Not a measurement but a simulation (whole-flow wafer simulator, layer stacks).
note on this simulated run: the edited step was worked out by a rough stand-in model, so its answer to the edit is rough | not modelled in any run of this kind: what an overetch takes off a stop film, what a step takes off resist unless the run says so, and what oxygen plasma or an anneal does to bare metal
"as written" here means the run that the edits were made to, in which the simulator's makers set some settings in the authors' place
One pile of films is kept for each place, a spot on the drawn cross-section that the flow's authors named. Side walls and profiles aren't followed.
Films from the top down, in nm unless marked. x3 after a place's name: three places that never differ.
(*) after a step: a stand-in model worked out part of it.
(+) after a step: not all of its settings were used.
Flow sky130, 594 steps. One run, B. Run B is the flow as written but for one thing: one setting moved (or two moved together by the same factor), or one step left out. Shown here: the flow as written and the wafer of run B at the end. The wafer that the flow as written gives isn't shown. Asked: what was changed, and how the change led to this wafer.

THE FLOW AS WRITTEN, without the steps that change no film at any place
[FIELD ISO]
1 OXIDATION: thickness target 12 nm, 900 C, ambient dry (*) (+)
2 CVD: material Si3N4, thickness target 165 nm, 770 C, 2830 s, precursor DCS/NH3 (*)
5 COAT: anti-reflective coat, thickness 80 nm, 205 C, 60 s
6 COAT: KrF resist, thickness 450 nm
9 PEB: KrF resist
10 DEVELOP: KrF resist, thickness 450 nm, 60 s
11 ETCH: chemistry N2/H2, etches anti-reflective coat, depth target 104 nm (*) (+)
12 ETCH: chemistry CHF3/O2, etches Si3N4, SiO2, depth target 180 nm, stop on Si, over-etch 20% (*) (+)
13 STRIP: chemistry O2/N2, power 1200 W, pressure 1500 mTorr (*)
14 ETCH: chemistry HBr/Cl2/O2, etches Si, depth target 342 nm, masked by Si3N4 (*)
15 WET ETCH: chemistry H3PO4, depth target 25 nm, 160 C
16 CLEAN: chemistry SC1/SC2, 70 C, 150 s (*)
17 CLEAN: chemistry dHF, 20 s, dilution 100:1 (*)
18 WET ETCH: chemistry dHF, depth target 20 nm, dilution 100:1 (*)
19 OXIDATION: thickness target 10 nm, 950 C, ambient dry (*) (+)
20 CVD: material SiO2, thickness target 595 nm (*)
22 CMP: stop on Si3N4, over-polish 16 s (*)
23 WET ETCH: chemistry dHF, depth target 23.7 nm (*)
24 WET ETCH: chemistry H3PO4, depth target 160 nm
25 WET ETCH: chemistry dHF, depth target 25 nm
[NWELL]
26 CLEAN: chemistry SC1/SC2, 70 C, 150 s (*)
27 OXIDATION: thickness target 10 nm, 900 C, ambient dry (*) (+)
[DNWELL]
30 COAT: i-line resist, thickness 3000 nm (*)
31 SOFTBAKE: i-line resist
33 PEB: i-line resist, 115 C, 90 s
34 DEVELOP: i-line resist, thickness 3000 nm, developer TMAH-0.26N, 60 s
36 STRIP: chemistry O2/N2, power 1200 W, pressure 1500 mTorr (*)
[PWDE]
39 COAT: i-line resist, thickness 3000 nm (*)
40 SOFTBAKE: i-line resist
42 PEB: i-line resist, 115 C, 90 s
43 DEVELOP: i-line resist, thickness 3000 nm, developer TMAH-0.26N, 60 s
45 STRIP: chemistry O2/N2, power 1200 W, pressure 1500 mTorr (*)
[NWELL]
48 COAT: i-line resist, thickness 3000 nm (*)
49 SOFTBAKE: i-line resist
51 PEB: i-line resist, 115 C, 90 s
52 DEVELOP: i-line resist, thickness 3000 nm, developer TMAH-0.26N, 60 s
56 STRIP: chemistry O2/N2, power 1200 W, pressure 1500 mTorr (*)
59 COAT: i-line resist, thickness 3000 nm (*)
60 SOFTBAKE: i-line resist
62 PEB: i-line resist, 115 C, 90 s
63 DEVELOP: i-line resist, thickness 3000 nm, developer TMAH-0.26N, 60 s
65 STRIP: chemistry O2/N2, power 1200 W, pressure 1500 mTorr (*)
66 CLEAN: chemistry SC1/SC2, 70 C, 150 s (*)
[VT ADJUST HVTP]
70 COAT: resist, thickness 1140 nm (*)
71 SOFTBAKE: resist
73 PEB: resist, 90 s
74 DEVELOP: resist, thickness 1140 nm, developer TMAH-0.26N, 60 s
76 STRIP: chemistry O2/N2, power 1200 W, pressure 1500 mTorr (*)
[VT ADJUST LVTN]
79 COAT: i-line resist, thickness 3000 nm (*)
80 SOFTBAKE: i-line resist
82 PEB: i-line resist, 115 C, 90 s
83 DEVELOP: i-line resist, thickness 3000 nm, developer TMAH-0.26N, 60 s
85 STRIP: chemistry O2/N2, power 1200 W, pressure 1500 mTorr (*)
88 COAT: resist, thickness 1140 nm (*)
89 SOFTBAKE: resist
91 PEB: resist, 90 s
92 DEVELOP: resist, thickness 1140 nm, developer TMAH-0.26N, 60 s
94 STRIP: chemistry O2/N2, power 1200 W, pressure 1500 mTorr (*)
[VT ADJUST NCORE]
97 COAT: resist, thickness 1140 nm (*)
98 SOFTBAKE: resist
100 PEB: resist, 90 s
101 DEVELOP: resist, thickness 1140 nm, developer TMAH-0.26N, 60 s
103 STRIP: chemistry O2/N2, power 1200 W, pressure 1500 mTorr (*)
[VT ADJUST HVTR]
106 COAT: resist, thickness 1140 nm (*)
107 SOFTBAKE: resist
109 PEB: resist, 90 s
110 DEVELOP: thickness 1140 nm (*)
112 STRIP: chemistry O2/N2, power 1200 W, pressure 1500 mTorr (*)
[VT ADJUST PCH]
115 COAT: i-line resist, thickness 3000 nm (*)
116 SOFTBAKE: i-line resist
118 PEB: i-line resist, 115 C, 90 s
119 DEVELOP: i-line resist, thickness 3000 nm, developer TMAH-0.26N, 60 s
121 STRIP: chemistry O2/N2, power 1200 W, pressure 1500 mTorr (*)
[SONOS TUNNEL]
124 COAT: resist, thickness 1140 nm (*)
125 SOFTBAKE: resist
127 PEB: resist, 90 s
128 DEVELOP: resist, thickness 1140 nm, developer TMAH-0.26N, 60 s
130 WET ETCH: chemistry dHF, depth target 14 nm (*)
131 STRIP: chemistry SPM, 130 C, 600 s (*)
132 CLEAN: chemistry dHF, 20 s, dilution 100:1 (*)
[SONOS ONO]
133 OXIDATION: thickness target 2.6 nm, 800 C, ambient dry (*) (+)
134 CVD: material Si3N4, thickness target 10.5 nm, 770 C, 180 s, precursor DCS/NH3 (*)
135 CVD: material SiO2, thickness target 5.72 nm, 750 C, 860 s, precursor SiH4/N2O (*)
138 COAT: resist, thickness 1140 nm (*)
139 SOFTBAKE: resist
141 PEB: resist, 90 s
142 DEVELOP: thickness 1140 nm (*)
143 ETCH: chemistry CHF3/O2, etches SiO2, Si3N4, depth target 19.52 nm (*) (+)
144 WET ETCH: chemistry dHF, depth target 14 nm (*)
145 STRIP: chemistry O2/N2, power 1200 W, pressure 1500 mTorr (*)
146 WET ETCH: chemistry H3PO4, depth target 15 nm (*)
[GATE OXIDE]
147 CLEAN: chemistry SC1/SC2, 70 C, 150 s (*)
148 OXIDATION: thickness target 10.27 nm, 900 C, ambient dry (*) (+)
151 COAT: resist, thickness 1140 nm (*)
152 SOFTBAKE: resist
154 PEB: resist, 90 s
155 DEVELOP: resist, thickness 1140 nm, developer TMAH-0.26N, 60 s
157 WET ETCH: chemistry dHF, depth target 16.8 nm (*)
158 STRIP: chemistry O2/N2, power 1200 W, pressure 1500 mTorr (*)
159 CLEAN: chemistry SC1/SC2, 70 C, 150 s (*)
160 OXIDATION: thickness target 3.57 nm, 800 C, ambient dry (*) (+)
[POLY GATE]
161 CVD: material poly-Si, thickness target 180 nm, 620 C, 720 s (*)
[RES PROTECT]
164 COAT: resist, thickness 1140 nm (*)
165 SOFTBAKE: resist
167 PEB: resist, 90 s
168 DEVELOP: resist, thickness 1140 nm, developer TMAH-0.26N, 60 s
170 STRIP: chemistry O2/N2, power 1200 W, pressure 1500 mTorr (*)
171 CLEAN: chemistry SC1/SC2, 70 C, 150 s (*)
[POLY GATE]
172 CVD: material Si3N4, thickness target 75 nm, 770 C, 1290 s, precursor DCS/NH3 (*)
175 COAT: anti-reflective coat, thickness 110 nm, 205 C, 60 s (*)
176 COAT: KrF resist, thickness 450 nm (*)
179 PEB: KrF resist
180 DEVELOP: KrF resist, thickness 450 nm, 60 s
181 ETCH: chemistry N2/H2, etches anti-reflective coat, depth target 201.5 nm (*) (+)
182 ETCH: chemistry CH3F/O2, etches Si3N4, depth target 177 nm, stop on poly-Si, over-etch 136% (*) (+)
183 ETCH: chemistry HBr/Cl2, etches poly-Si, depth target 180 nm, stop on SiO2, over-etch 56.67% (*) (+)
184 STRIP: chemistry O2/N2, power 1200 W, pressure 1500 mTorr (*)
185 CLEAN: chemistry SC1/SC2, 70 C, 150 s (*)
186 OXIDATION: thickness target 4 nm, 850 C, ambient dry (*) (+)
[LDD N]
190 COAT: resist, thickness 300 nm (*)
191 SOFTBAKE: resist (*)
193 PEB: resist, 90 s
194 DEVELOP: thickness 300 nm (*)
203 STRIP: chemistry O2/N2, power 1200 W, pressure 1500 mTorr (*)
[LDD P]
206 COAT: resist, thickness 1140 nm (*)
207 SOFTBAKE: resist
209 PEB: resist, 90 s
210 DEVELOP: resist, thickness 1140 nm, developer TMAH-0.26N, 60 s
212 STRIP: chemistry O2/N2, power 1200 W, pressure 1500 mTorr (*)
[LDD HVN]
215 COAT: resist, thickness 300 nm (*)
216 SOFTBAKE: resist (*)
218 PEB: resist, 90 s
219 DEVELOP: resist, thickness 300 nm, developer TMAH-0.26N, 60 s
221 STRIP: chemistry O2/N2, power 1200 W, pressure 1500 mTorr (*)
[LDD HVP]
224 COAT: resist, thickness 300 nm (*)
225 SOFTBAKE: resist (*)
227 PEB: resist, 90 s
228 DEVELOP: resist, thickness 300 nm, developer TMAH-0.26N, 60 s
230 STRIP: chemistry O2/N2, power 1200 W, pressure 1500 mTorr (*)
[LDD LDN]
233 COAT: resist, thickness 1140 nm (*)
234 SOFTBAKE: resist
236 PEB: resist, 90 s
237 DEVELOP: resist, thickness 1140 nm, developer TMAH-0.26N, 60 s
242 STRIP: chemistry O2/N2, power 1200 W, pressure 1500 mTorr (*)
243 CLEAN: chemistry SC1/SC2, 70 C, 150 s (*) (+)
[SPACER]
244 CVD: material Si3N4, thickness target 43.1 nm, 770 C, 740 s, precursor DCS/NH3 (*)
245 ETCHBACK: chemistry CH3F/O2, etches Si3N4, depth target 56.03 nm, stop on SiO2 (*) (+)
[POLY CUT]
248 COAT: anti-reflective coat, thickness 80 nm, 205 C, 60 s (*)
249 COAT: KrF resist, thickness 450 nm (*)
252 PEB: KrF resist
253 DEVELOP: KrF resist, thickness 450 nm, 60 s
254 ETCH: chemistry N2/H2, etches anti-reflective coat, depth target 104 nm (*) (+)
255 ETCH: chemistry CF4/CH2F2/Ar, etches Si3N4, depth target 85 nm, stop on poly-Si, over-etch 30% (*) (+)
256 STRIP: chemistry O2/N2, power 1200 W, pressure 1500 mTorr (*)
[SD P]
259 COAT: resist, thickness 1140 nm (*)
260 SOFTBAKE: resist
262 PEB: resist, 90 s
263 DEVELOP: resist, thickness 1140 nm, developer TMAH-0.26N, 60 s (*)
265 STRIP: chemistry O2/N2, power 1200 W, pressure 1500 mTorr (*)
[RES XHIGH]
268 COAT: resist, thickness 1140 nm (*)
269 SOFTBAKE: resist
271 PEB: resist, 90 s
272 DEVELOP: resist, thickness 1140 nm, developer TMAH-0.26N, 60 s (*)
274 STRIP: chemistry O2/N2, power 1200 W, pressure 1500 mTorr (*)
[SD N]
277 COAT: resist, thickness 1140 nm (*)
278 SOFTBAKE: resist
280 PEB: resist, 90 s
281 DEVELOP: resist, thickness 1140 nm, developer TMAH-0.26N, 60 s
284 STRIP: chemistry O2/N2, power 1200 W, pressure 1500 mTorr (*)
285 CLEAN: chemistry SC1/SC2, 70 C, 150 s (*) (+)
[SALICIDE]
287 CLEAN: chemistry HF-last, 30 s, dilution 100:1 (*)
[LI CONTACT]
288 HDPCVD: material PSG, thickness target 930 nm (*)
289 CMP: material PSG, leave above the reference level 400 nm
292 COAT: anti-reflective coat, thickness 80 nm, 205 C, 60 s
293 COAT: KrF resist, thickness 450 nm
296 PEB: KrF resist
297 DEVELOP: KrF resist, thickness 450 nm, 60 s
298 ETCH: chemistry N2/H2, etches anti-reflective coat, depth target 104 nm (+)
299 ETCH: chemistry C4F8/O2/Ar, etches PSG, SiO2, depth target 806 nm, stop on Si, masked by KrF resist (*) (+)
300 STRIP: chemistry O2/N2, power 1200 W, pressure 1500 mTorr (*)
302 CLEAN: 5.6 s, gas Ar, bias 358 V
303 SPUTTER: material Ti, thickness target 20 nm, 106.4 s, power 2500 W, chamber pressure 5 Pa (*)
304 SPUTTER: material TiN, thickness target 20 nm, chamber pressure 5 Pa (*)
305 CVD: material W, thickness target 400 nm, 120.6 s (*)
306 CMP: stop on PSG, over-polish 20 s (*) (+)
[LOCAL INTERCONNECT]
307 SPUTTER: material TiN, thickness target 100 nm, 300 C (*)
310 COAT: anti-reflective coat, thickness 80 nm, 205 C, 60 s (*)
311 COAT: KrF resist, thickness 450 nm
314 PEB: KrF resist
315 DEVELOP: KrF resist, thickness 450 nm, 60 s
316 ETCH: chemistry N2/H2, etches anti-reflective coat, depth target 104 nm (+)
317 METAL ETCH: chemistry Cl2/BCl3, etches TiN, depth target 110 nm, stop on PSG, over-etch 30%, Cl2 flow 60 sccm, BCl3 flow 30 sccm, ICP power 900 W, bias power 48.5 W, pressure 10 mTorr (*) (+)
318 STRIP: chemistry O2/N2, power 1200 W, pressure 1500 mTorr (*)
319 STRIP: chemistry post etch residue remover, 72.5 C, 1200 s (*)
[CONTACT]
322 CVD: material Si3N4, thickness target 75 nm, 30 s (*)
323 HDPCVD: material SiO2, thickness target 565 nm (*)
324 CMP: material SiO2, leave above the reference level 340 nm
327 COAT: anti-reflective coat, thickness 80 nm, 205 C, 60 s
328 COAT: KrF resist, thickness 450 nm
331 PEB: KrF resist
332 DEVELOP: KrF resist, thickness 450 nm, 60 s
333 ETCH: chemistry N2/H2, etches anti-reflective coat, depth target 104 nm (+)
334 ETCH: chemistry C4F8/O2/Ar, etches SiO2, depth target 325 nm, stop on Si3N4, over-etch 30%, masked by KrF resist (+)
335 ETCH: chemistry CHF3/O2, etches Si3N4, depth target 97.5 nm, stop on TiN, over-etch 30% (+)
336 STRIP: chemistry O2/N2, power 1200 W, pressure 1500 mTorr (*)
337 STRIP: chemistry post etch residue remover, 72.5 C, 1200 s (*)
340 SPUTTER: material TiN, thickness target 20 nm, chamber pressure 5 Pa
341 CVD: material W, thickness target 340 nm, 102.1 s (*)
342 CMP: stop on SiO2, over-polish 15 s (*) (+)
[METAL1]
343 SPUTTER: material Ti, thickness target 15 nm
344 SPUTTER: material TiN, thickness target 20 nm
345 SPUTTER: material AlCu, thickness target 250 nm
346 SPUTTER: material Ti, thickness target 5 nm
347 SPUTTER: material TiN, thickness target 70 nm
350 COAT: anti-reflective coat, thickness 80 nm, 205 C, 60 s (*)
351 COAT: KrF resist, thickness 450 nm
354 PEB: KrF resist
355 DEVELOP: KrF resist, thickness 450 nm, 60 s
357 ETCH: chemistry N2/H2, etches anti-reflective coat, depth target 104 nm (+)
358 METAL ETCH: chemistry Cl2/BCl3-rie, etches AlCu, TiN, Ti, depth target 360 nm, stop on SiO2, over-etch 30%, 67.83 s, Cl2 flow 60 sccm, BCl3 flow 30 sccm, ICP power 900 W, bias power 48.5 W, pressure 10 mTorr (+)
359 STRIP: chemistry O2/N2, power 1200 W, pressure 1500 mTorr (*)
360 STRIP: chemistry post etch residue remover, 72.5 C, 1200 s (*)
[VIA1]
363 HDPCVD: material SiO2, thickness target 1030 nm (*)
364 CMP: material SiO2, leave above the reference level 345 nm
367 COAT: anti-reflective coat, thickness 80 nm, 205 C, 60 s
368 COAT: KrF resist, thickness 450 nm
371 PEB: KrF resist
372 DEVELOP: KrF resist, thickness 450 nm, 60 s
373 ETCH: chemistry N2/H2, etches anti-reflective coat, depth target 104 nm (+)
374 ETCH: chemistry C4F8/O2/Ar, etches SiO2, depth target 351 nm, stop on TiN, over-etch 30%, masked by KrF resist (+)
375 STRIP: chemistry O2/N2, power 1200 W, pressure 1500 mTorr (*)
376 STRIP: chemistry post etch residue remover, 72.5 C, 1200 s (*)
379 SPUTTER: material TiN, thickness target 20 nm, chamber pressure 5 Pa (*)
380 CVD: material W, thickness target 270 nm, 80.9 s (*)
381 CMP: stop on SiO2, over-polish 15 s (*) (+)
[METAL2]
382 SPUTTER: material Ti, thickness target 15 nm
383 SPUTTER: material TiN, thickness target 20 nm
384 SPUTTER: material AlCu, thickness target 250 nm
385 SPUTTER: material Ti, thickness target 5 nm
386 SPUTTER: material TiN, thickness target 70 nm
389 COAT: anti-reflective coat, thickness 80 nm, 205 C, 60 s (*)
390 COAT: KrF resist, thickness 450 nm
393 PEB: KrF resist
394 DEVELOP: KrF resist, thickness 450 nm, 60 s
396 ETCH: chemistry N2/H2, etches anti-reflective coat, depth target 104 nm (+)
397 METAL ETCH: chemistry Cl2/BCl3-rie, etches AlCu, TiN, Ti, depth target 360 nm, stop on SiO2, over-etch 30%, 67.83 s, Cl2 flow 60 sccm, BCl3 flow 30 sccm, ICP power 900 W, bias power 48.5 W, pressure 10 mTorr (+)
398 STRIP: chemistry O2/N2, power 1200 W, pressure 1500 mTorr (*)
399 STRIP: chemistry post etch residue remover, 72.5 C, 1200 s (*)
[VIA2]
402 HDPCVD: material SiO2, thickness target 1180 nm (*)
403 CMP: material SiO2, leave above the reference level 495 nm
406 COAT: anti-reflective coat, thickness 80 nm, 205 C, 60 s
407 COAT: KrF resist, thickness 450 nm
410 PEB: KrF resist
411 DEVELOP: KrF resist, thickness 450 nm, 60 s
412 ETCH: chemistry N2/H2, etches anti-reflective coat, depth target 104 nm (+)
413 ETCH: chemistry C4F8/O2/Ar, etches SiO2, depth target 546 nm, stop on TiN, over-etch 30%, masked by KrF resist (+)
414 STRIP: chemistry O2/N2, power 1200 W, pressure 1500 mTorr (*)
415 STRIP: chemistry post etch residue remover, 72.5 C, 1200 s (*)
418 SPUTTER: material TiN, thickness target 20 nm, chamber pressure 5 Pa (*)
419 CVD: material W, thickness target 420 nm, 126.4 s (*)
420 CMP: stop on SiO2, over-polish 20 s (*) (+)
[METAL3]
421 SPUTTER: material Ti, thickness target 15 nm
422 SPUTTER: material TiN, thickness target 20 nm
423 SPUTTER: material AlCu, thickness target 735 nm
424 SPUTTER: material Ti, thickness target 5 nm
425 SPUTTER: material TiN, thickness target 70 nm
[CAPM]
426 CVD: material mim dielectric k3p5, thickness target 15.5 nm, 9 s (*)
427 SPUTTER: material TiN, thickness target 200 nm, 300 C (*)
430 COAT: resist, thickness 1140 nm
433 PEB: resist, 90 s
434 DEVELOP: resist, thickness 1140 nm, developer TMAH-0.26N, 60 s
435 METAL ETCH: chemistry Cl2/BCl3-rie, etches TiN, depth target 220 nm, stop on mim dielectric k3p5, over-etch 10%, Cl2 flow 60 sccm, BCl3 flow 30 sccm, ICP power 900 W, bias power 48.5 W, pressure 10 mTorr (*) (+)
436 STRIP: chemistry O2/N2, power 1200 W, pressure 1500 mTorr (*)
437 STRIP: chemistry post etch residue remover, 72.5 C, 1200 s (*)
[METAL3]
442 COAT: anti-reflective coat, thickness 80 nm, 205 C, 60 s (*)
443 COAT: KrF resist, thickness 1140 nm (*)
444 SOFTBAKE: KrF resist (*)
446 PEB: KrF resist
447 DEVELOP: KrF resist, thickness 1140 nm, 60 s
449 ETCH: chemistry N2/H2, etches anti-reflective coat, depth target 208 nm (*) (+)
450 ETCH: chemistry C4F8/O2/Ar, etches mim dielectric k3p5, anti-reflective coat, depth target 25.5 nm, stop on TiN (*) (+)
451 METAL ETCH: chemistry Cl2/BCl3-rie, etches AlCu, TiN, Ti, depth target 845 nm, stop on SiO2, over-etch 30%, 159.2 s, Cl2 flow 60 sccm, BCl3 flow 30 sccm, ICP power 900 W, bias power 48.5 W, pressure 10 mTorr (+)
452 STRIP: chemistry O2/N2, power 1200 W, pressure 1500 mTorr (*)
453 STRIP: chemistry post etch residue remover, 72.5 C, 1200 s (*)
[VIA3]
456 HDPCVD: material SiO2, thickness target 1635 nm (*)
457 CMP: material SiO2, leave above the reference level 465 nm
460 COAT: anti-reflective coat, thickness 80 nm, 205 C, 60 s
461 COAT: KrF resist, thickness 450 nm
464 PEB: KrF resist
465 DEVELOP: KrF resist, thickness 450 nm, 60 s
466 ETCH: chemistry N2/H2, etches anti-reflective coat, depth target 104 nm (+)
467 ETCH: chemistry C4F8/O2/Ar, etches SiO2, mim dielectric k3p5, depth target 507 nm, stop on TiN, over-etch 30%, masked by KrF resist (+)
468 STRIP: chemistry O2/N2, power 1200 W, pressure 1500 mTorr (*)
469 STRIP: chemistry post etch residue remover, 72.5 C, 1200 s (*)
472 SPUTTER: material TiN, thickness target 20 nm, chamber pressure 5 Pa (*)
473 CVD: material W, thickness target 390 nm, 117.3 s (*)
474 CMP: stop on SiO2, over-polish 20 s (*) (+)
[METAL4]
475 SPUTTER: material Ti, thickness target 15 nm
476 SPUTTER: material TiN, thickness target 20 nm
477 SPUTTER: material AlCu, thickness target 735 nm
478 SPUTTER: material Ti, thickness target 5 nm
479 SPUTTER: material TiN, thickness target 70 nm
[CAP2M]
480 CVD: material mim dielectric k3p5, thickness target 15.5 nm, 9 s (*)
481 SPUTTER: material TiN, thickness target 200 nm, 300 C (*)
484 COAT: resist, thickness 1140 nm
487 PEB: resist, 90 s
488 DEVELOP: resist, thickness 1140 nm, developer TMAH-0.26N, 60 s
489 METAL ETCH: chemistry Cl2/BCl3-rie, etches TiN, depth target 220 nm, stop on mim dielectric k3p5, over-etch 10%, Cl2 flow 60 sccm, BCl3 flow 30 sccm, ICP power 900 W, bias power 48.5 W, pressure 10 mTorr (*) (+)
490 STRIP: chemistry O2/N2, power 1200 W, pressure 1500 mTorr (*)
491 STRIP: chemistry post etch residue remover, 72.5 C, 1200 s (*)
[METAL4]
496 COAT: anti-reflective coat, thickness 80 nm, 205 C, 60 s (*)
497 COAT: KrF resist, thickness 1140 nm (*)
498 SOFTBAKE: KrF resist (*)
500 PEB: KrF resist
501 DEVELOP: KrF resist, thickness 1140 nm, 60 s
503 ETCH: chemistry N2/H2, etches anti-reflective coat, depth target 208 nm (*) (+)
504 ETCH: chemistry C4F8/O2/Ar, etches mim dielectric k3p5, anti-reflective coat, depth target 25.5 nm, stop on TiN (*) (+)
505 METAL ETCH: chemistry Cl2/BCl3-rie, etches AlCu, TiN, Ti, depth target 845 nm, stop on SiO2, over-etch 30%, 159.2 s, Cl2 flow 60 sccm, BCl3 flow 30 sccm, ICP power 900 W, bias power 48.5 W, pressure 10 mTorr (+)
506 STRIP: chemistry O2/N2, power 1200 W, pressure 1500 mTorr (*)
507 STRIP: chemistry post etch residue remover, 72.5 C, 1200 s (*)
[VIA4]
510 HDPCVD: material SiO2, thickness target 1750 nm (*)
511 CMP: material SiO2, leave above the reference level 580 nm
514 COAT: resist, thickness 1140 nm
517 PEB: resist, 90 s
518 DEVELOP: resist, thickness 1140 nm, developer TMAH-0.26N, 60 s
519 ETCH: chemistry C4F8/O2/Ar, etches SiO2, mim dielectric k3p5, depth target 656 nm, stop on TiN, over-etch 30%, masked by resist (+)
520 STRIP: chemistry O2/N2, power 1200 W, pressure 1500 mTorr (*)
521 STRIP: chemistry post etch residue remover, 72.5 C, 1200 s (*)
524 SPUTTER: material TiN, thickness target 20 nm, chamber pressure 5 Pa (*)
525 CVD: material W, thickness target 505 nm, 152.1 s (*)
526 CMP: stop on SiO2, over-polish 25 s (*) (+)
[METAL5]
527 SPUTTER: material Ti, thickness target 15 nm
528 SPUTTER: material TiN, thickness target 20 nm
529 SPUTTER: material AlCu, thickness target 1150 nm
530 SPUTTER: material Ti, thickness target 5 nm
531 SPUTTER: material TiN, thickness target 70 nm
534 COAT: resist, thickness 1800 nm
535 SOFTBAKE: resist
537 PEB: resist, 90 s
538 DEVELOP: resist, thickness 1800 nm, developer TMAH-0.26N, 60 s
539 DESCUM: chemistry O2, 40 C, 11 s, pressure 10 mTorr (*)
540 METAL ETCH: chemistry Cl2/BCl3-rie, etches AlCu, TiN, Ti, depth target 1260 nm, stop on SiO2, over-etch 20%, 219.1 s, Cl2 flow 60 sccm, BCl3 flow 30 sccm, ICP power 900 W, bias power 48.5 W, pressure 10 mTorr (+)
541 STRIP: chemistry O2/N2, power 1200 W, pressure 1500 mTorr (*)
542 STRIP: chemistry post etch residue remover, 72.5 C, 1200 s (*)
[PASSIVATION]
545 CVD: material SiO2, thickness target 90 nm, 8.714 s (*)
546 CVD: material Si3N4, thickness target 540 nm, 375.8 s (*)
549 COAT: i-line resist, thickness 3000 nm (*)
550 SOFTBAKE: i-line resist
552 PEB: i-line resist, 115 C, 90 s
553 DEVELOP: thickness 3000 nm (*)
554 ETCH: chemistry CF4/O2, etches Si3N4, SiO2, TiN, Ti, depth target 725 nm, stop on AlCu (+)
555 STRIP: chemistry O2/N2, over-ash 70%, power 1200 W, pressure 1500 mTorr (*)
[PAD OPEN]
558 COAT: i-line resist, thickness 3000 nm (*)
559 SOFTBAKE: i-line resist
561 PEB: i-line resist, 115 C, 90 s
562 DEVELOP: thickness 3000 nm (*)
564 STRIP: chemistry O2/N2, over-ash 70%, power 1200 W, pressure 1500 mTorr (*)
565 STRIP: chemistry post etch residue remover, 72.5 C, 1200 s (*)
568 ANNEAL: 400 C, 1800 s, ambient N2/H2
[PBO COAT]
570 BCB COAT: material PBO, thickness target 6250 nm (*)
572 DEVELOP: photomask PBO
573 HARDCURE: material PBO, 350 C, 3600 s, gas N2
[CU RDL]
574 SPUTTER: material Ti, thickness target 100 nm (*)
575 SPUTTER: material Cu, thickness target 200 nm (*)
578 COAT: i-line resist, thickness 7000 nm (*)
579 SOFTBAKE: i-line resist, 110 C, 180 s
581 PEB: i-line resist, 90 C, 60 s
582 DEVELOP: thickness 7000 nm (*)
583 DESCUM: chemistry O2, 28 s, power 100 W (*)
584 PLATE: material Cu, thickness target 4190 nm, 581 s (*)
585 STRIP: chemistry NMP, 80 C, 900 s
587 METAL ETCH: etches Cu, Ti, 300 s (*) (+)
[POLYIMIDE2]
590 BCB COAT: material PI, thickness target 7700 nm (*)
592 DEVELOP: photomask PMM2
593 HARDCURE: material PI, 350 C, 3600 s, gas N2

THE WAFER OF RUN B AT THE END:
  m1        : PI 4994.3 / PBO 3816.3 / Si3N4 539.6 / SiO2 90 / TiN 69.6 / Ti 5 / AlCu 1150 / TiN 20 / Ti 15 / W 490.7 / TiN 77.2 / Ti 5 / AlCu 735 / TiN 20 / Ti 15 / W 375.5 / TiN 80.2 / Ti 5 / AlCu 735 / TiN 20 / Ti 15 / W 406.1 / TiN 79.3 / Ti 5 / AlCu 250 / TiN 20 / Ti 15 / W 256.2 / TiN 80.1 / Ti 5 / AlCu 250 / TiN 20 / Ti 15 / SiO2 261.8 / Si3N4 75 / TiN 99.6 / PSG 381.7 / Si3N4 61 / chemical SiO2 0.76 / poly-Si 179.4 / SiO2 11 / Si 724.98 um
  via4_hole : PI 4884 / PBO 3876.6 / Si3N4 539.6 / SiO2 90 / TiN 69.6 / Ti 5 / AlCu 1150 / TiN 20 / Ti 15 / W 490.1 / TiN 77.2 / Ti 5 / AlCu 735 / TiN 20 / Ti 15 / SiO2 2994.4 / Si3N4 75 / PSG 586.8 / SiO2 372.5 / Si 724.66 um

The cause: step 524, SPUTTER: thickness target 10 nm was run, where the flow has thickness target 20 nm.

How the change led to this, step by step:
  524 SPUTTER: material TiN, thickness target 20 nm, chamber pressure 5 Pa (*)
      field, active, n_well and 188 more: TiN +10 (new film) (as written it would be: TiN +20 (new film))
      m1, via4_hole: TiN +7.63 (as written it would be: TiN +15.3)
  526 CMP: stop on SiO2, over-polish 25 s (*) (+)
      field, active, n_well and 188 more: W -505 (all of it), TiN -10 (all of it), SiO2 -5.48 (as written it would be: W -505 (all of it), TiN -20 (all of it), SiO2 -5.48)
